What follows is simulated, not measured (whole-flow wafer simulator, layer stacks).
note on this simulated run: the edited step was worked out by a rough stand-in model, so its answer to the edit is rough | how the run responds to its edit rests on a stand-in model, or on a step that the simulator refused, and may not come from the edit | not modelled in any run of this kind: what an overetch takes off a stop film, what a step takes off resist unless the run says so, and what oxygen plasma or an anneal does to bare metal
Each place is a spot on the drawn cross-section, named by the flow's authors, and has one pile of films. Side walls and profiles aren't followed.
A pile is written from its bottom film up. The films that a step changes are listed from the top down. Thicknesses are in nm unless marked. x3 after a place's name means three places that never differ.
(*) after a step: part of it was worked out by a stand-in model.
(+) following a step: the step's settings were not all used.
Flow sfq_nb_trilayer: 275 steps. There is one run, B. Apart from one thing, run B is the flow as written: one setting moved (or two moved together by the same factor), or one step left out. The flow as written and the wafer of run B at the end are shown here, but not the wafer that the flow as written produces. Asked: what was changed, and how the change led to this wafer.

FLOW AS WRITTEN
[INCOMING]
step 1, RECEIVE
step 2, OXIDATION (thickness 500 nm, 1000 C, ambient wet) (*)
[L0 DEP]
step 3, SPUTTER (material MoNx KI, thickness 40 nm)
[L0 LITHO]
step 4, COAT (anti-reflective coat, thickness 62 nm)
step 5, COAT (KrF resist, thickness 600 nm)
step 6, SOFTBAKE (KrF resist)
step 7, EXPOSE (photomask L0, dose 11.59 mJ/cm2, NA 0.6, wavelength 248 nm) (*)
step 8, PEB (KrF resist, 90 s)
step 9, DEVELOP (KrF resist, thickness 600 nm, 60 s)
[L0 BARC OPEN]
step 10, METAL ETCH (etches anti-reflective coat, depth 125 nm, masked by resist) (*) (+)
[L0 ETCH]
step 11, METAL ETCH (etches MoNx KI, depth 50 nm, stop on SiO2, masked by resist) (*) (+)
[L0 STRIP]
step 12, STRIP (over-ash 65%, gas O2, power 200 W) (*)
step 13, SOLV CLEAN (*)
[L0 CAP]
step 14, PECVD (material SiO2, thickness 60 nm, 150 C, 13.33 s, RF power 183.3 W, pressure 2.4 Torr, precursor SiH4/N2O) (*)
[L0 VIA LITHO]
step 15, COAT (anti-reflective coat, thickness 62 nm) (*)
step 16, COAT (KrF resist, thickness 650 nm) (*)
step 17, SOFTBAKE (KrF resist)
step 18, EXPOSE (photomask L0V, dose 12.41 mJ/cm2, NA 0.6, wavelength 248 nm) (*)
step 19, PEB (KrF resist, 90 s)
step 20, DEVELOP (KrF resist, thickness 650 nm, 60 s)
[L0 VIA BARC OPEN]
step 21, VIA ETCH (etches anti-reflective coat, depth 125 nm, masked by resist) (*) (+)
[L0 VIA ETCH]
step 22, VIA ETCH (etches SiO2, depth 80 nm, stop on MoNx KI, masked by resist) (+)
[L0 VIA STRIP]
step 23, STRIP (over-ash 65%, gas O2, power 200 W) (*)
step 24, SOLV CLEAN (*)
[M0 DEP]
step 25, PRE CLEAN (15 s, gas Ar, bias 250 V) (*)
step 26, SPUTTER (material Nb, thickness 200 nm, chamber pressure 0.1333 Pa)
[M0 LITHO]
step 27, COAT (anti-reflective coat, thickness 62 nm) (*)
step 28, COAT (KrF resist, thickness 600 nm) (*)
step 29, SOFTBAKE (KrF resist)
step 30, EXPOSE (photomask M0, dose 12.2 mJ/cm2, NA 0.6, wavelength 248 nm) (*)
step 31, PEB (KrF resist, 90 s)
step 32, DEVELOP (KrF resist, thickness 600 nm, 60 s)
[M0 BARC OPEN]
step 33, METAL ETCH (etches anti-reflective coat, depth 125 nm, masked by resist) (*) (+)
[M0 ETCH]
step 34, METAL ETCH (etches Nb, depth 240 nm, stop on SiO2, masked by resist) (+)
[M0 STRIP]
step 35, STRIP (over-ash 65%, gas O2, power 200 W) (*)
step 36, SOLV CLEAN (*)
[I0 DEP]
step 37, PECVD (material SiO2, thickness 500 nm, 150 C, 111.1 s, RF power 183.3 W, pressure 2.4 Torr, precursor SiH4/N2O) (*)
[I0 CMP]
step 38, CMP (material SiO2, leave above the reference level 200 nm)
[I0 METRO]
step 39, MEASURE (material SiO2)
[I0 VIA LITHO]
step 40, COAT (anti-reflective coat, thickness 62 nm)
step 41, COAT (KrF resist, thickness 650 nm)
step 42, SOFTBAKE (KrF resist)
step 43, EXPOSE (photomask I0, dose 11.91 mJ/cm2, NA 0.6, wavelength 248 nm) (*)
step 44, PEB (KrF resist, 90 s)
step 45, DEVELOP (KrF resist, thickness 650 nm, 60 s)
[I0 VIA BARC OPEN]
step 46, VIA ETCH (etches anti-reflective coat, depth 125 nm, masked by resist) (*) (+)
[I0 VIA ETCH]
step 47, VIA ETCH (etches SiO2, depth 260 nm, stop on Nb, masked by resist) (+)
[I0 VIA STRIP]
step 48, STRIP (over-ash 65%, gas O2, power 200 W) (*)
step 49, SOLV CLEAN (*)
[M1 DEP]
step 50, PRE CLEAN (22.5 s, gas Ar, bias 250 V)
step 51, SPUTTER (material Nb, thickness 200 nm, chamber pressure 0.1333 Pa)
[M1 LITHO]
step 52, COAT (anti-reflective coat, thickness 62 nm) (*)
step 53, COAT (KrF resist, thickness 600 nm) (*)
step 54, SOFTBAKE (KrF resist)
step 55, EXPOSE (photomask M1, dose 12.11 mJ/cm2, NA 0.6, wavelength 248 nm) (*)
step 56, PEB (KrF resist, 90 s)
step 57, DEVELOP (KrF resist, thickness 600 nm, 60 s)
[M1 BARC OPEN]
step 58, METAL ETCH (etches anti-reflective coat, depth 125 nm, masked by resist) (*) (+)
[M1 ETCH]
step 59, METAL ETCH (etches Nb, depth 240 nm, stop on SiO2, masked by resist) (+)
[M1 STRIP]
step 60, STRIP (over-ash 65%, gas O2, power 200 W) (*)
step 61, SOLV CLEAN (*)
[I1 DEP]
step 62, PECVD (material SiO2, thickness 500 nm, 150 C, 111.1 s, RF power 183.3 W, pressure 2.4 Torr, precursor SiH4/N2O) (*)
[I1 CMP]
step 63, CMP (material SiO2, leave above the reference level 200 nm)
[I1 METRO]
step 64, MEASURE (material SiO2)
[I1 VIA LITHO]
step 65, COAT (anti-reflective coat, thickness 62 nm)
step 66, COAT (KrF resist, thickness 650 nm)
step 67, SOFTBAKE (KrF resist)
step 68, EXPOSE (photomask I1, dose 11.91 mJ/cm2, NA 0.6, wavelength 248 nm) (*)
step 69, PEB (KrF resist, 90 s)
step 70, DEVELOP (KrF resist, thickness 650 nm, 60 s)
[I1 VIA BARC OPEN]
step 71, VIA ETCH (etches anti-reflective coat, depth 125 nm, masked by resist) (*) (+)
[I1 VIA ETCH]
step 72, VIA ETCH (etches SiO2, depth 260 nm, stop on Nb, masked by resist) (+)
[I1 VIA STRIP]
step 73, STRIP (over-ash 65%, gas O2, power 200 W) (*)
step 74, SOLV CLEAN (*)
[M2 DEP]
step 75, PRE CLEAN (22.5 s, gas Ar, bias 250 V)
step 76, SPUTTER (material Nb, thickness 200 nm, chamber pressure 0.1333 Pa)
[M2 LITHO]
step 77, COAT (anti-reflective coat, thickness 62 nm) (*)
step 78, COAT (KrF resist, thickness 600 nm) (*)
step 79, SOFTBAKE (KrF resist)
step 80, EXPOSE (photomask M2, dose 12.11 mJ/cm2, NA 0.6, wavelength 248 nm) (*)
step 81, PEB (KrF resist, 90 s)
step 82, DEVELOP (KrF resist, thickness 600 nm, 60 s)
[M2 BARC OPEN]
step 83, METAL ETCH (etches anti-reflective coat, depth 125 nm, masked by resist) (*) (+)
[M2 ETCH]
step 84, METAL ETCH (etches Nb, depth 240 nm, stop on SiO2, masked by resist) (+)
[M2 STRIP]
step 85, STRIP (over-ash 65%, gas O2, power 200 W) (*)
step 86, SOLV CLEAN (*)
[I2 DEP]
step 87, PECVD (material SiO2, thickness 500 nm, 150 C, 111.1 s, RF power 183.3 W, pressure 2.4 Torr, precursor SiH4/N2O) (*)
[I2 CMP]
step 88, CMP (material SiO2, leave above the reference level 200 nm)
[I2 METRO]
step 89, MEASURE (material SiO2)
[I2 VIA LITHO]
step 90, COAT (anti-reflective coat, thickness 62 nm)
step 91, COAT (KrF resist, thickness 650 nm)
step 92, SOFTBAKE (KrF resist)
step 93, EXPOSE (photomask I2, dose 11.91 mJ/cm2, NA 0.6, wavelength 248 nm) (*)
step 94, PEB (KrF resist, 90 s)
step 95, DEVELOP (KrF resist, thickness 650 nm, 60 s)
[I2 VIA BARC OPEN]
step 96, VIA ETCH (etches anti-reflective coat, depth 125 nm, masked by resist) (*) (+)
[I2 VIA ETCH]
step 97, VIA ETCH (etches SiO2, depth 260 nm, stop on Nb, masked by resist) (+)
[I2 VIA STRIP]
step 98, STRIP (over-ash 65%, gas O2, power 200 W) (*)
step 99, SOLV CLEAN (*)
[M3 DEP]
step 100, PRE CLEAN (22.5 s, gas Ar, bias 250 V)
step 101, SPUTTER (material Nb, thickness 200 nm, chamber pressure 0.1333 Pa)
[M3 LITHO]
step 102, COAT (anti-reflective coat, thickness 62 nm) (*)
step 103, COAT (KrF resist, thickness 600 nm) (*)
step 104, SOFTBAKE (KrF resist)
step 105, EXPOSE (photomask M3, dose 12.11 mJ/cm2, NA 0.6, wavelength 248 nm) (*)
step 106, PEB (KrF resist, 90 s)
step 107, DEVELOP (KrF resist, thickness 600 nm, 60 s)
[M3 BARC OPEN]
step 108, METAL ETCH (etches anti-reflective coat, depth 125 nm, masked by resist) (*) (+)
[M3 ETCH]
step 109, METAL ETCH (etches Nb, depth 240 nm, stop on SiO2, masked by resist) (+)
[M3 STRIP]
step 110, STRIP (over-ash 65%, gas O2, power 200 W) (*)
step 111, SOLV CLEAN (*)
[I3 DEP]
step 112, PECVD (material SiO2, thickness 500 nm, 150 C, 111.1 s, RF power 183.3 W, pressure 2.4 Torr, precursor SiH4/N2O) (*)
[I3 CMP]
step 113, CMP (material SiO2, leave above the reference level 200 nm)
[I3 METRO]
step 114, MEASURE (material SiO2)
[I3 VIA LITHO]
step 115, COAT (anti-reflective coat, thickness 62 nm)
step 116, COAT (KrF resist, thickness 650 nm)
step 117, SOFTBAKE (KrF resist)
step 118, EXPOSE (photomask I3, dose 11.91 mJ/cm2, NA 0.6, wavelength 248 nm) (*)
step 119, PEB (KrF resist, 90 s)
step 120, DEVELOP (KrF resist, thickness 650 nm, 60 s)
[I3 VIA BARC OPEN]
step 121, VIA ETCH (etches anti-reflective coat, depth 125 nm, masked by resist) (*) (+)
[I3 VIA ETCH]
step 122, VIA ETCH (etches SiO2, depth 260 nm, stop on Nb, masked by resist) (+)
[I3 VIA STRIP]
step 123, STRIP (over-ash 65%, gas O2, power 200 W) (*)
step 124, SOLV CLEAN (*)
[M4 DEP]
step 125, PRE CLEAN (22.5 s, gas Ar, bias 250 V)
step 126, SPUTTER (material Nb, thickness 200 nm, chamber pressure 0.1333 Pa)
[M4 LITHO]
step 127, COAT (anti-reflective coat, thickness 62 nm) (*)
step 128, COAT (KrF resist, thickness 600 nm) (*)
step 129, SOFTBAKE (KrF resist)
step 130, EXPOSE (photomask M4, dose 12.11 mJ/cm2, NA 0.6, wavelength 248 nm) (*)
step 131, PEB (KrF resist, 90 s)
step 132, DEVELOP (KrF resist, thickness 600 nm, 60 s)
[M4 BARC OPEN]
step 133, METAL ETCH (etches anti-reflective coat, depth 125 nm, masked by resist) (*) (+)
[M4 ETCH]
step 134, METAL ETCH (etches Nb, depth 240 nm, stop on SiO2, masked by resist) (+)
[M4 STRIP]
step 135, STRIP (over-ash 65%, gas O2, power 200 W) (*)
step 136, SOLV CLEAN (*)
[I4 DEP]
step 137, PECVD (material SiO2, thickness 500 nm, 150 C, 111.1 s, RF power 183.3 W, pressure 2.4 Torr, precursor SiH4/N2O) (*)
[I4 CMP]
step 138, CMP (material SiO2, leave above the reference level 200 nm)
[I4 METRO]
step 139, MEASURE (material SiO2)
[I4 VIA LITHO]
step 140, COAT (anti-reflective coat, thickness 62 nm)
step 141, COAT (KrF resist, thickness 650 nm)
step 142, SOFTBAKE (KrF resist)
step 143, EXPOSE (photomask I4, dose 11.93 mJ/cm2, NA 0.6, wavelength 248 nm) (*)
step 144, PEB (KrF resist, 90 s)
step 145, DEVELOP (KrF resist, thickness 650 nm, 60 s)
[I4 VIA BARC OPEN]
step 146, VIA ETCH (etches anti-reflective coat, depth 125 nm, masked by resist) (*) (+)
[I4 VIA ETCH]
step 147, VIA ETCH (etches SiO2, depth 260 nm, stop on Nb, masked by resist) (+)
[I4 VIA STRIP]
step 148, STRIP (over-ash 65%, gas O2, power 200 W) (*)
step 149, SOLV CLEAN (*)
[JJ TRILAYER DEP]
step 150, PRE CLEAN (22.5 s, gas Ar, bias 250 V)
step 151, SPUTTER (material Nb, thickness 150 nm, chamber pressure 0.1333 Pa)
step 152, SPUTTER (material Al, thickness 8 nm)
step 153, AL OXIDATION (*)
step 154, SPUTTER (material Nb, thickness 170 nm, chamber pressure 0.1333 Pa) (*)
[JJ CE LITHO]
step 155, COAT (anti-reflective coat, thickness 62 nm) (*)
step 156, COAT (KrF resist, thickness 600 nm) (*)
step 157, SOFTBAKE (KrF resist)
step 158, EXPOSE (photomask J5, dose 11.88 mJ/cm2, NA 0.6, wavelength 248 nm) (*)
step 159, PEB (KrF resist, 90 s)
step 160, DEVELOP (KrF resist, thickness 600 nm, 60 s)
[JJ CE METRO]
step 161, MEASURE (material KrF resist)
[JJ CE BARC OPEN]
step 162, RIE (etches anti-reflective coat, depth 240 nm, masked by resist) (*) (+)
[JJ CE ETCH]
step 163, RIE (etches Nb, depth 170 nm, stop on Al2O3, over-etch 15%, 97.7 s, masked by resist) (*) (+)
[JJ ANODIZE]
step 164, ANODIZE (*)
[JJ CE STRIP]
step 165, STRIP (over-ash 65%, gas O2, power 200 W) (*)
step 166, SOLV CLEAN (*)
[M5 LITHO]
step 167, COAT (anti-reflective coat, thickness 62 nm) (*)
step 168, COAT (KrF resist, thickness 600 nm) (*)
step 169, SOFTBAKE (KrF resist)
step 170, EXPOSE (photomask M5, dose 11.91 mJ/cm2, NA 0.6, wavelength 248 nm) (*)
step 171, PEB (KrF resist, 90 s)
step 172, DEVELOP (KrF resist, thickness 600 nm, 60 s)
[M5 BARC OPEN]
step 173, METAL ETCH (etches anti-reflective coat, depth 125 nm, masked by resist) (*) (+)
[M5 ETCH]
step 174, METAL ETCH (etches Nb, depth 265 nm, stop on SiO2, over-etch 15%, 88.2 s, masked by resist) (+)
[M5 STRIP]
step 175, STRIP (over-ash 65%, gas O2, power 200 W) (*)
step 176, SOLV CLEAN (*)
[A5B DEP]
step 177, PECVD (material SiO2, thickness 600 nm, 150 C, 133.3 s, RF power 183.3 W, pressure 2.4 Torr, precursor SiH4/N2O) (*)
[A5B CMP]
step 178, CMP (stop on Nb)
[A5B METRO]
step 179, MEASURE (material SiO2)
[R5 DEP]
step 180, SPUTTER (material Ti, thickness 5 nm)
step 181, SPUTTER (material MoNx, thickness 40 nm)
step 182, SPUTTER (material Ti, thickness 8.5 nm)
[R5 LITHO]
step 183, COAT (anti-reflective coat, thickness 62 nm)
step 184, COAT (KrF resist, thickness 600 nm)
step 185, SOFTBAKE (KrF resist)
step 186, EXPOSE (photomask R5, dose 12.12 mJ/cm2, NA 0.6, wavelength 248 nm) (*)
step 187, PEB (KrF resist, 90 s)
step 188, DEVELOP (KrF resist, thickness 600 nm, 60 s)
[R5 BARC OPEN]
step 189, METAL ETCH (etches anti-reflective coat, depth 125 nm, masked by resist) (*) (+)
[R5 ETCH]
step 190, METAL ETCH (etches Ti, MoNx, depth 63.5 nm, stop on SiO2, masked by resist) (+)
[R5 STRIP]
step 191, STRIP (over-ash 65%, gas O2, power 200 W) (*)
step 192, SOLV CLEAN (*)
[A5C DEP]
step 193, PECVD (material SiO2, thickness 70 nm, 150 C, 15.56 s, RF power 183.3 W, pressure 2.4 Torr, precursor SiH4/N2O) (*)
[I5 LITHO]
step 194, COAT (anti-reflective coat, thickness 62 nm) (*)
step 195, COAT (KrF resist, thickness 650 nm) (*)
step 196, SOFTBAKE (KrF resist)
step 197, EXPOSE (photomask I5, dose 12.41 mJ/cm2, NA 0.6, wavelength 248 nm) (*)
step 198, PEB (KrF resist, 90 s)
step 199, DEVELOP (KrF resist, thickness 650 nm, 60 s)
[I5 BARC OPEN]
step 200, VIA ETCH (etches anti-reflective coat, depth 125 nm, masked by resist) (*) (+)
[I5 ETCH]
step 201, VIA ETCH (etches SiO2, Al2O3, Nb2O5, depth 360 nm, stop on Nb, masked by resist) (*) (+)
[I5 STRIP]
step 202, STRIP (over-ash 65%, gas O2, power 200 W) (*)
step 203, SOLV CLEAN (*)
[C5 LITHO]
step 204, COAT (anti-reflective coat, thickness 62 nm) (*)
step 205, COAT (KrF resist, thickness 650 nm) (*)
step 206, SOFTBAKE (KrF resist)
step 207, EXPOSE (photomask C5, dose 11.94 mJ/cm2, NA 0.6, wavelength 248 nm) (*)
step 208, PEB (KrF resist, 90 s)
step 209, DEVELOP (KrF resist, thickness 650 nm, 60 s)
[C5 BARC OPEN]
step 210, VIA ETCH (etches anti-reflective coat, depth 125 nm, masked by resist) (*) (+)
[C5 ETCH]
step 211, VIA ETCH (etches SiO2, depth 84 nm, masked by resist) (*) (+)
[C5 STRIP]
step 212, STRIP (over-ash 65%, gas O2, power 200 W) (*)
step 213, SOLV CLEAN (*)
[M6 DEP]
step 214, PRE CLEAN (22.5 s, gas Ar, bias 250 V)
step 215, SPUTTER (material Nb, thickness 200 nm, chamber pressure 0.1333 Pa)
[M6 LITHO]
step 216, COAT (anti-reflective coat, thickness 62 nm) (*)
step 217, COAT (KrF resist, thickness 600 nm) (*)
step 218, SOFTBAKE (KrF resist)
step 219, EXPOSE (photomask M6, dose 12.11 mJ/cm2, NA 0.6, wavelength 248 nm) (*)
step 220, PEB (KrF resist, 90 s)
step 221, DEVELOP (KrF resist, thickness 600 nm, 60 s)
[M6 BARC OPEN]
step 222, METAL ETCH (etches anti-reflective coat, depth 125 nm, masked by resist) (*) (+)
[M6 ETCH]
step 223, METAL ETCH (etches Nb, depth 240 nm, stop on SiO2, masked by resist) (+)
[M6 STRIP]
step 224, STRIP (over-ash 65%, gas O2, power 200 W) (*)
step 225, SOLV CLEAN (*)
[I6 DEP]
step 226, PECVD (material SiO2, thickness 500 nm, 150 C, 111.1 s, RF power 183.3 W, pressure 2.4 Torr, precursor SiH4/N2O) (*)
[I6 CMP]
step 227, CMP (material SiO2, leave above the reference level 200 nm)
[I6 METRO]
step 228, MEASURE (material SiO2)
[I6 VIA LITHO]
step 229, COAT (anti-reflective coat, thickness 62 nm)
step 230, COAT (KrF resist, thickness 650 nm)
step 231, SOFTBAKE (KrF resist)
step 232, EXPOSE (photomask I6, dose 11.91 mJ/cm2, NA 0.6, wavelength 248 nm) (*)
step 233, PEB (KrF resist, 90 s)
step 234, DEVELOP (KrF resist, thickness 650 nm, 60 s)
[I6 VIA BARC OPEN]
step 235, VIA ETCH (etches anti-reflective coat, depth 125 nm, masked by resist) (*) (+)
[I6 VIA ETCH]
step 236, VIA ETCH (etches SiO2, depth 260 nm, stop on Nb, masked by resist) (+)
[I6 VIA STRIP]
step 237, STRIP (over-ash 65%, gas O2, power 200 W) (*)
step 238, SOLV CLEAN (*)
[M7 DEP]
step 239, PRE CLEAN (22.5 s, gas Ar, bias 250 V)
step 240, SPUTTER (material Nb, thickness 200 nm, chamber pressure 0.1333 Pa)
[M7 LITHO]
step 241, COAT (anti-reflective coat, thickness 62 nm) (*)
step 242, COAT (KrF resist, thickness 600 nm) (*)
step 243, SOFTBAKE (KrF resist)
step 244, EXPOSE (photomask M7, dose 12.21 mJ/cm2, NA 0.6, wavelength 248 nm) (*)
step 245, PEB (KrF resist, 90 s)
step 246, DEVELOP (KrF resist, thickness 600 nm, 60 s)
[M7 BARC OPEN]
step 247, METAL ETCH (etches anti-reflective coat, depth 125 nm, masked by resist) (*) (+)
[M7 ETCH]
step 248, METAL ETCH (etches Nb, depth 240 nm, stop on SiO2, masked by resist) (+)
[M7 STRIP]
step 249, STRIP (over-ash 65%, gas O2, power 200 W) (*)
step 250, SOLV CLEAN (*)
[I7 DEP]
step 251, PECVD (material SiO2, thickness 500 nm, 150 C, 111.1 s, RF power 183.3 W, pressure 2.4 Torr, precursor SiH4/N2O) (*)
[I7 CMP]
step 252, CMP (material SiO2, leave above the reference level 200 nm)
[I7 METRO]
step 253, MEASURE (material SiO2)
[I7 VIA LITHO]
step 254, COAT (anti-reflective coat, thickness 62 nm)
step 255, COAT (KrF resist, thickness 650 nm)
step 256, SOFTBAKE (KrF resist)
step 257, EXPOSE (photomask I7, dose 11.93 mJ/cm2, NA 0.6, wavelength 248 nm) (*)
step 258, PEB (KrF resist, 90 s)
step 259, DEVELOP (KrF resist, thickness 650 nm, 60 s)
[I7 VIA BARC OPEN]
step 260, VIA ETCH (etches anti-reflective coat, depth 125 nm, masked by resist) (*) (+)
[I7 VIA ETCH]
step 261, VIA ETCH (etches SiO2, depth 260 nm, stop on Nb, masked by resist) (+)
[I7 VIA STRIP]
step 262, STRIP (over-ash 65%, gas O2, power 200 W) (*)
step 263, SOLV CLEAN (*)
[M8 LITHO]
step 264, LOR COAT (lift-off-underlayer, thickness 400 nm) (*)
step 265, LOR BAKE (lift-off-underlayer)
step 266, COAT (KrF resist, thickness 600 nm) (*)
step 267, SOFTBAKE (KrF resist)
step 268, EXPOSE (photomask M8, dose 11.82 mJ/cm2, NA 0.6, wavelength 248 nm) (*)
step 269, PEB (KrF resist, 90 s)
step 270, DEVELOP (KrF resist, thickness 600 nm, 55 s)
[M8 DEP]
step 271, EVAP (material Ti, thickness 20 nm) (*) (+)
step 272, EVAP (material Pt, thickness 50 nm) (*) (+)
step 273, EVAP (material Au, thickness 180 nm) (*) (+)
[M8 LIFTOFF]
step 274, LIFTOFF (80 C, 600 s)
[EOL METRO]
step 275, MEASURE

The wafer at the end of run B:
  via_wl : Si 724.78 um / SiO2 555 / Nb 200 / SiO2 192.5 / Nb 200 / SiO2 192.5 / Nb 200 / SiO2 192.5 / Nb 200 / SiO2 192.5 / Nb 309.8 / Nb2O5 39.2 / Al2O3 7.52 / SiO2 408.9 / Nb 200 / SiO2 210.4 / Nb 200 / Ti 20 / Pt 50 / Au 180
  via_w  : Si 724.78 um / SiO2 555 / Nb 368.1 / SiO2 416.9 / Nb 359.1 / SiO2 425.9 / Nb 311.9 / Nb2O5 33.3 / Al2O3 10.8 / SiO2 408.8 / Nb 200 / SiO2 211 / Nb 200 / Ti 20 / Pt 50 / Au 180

What caused this: step 177, PECVD: thickness 366 nm was run, whereas the flow has thickness 600 nm; step 177, PECVD: 81.33 s was run, where the flow has 133.3 s.

Step by step, how the change led to this:
  step 177, PECVD (material SiO2, thickness 600 nm, 150 C, 133.3 s, RF power 183.3 W, pressure 2.4 Torr, precursor SiH4/N2O) (*)
      v_sur, via_sp, via_v and 47 more: +366 SiO2 (new film) (it would be, as written: +600 SiO2 (new film))
      field_l, p4_fl x3, p4_w1 x3 and 35 more: +366 SiO2 (it would be, as written: +600 SiO2)
      (also at 14 further places)
  step 178, CMP (stop on Nb)
      via_wl, via_wr: nothing (it would be, as written: -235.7 SiO2)
      via_w: nothing (it would be, as written: -235.2 SiO2)
      (also at 103 further places)
  step 181, SPUTTER (material MoNx, thickness 40 nm)
      via_wl, via_wr: +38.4 MoNx (new film) (it would be, as written: +40 MoNx (new film))
  step 183, COAT (anti-reflective coat, thickness 62 nm)
      via_wl, via_wr: +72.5 anti-reflective coat (new film) (it would be, as written: +62 anti-reflective coat (new film))
      v_sur: +59.1 anti-reflective coat (new film) (it would be, as written: +62 anti-reflective coat (new film))
      (also at 2 further places)
  step 189, METAL ETCH (etches anti-reflective coat, depth 125 nm, masked by resist) (*) (+)
      via_wl, via_wr: -72.5 anti-reflective coat (all of it) (it would be, as written: -62 anti-reflective coat (all of it))
      v_sur: -59.1 anti-reflective coat (all of it) (it would be, as written: -62 anti-reflective coat (all of it))
      (also at 2 further places)
  step 190, METAL ETCH (etches Ti, MoNx, depth 63.5 nm, stop on SiO2, masked by resist) (+)
      via_wl, via_wr: -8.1 Ti (all of it), -38.4 MoNx (all of it), -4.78 Ti (all of it) (it would be, as written: -8.5 Ti (all of it), -40 MoNx (all of it), -5 Ti (all of it))
  step 194, COAT (anti-reflective coat, thickness 62 nm) (*)
      v_sur: +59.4 anti-reflective coat (new film) (it would be, as written: +62.2 anti-reflective coat (new film))
      via_wl: +70.4 anti-reflective coat (new film) (it would be, as written: +62.2 anti-reflective coat (new film))
      (also at 3 further places)
  step 202, STRIP (over-ash 65%, gas O2, power 200 W) (*)
      v_sur: -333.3 KrF resist (all of it), -59.4 anti-reflective coat (all of it) (it would be, as written: -333.7 KrF resist (all of it), -62.2 anti-reflective coat (all of it))
      via_wl: -339.3 KrF resist (all of it), -70.4 anti-reflective coat (all of it) (it would be, as written: -333.7 KrF resist (all of it), -62.2 anti-reflective coat (all of it))
      (also at 3 further places)
  step 204, COAT (anti-reflective coat, thickness 62 nm) (*)
      v_sur: +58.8 anti-reflective coat (new film) (it would be, as written: +61.6 anti-reflective coat (new film))
      via_wl: +69.8 anti-reflective coat (new film) (it would be, as written: +61.6 anti-reflective coat (new film))
      (also at 3 further places)
  step 212, STRIP (over-ash 65%, gas O2, power 200 W) (*)
      v_sur: -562 KrF resist (all of it), -58.8 anti-reflective coat (all of it) (it would be, as written: -562.4 KrF resist (all of it), -61.6 anti-reflective coat (all of it))
      via_wl: -567.8 KrF resist (all of it), -69.8 anti-reflective coat (all of it) (it would be, as written: -562.3 KrF resist (all of it), -61.6 anti-reflective coat (all of it))
      (also at 3 further places)
  step 216, COAT (anti-reflective coat, thickness 62 nm) (*)
      v_sur: +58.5 anti-reflective coat (new film) (it would be, as written: +61.6 anti-reflective coat (new film))
      via_wl: +69 anti-reflective coat (new film) (it would be, as written: +61.5 anti-reflective coat (new film))
      (also at 3 further places)
  step 224, STRIP (over-ash 65%, gas O2, power 200 W) (*)
      v_sur: -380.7 KrF resist (all of it), -58.5 anti-reflective coat (all of it) (it would be, as written: -381.2 KrF resist (all of it), -61.6 anti-reflective coat (all of it))
      via_wl: -386.8 KrF resist (all of it), -69 anti-reflective coat (all of it) (it would be, as written: -381 KrF resist (all of it), -61.5 anti-reflective coat (all of it))
      (also at 3 further places)
  step 227, CMP (material SiO2, leave above the reference level 200 nm)
      via_wl, via_wr: -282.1 SiO2 (it would be, as written: -300 SiO2)
      via_w: -281.5 SiO2 (it would be, as written: -300 SiO2)
